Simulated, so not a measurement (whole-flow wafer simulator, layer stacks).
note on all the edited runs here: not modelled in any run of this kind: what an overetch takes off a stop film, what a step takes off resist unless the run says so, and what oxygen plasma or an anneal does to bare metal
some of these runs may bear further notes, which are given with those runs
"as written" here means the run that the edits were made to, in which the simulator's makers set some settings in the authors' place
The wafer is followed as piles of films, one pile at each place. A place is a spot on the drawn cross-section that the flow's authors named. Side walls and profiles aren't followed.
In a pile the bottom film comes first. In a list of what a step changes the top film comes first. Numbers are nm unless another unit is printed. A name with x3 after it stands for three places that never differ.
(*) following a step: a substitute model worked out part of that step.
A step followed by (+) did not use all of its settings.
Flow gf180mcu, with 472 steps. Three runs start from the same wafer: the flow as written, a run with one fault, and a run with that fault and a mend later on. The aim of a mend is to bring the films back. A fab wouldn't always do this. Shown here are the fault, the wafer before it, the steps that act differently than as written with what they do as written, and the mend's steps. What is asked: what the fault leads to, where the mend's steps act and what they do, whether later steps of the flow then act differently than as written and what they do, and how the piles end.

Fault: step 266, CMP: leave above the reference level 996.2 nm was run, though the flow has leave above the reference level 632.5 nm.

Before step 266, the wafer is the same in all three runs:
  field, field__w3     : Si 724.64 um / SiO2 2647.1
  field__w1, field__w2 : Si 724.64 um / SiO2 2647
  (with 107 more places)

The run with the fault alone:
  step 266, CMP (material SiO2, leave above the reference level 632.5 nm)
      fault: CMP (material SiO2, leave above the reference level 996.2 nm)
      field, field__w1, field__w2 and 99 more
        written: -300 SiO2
        fault: nothing
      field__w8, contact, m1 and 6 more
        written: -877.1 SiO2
        fault: -513.4 SiO2
  Steps later in the flow that act otherwise than as written (2 more steps, not shown, differ only slightly: by at most 2% or 0.5 nm, whichever is larger):
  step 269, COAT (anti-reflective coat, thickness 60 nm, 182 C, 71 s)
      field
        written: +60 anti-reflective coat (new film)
        fault: +85.5 anti-reflective coat (new film)
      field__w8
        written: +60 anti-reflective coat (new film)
        fault: +26.4 anti-reflective coat (new film)
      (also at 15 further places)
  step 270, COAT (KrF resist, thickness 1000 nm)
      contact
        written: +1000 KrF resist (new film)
        fault: +976.4 KrF resist (new film)
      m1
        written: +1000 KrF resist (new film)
        fault: +973.6 KrF resist (new film)
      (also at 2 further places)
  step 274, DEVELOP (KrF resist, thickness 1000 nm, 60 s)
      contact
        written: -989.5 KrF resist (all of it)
        fault: -966.1 KrF resist (all of it)
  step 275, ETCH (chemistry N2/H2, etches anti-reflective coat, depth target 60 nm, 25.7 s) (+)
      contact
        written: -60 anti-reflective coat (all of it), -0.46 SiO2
        fault: -30.3 anti-reflective coat (all of it), -1.22 SiO2
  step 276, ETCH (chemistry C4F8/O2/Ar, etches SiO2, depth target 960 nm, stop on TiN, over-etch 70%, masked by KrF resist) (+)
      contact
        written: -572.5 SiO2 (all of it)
        fault: -935.4 SiO2 (all of it)
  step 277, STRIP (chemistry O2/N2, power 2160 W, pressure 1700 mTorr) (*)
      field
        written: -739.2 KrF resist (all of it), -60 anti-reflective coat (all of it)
        fault: -727.4 KrF resist (all of it), -85.5 anti-reflective coat (all of it)
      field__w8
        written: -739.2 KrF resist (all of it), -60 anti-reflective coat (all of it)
        fault: -732.1 KrF resist (all of it), -26.4 anti-reflective coat (all of it)
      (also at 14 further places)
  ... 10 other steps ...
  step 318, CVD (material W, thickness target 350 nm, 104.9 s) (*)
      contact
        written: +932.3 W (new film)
        fault: +994 W (new film)
  At field, field__w1, field__w2 and 109 more, the piles at the end differ from the flow's by more than 2% or 0.5 nm, whichever is larger.
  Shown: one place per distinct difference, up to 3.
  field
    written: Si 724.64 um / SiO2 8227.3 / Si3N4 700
    fault: Si 724.64 um / SiO2 8588.6 / Si3N4 700
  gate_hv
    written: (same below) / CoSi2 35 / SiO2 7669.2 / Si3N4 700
    fault: (same below) / CoSi2 35 / SiO2 8030.5 / Si3N4 700
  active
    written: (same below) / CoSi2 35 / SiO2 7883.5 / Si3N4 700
    fault: (same below) / CoSi2 35 / SiO2 8244.8 / Si3N4 700

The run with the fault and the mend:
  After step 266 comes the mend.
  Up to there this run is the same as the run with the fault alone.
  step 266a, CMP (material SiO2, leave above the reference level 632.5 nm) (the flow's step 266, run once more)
      field, field__w1, field__w2 and 99 more
        -300 SiO2
      field__w8, contact, m1 and 6 more
        -363.7 SiO2
  None of the later steps of the flow acts differently than as written at any place that is followed.
  By the end, the piles equal the flow's at every place that both follow.
